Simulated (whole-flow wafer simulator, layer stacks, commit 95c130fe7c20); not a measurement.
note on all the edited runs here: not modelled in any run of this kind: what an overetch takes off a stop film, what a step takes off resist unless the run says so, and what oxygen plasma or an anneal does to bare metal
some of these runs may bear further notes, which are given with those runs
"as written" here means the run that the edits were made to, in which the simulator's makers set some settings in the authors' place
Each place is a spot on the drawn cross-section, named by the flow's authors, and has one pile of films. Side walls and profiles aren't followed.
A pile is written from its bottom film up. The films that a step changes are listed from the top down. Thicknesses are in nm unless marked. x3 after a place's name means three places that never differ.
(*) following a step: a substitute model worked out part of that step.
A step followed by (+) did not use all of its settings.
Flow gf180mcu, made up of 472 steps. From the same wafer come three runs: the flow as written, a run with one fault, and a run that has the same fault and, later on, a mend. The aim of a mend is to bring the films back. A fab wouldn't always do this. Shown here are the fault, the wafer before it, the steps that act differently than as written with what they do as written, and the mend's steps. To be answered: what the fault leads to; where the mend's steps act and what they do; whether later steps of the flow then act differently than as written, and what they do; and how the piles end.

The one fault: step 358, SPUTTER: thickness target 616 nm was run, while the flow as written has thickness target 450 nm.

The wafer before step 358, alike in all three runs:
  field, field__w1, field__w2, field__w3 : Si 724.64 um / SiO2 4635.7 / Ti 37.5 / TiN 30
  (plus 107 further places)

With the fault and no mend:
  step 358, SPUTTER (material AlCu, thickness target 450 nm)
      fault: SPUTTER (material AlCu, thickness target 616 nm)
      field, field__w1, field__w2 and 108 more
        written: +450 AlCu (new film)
        fault: +616 AlCu (new film)
  Later steps of the flow acting differently than as written:
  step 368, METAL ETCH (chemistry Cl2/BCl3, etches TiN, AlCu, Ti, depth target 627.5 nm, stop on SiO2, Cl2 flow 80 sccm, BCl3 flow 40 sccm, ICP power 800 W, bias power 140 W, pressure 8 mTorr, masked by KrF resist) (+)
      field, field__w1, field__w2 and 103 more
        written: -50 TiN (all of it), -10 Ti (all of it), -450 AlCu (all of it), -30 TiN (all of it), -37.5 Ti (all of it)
        fault: -50 TiN (all of it), -10 Ti (all of it), -567.5 AlCu
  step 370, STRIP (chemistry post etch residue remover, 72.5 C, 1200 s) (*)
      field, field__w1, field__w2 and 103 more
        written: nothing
        fault: -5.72 AlCu
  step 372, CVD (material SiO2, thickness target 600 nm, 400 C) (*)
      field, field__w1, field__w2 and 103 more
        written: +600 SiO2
        fault: +600 SiO2 (new film)
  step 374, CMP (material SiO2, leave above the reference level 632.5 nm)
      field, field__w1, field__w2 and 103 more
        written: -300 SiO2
        fault: -244.3 SiO2
  At field, field__w1, field__w2 and 109 more, the piles at the end differ from the flow's by more than 2% or 0.5 nm, whichever is larger.
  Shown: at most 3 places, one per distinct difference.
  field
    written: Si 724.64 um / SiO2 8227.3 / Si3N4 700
    fault: Si 724.64 um / SiO2 4635.7 / Ti 37.5 / TiN 30 / AlCu 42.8 / SiO2 3647.3 / Si3N4 700
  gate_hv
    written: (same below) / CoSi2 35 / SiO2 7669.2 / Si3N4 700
    fault: (same below) / CoSi2 35 / SiO2 4077.6 / Ti 37.5 / TiN 30 / AlCu 42.8 / SiO2 3647.3 / Si3N4 700
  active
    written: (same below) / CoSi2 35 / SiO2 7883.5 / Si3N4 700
    fault: (same below) / CoSi2 35 / SiO2 4291.9 / Ti 37.5 / TiN 30 / AlCu 42.8 / SiO2 3647.3 / Si3N4 700

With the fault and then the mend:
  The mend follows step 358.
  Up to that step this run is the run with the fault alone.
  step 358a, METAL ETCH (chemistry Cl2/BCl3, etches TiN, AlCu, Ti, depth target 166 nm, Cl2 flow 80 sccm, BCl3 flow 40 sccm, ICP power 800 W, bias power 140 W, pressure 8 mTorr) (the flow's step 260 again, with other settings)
      field, field__w1, field__w2 and 108 more
        -166 AlCu
  Later steps of the flow that are run all act as written at every place that is followed.
  At every place that both follow, the piles at the end match the flow's.
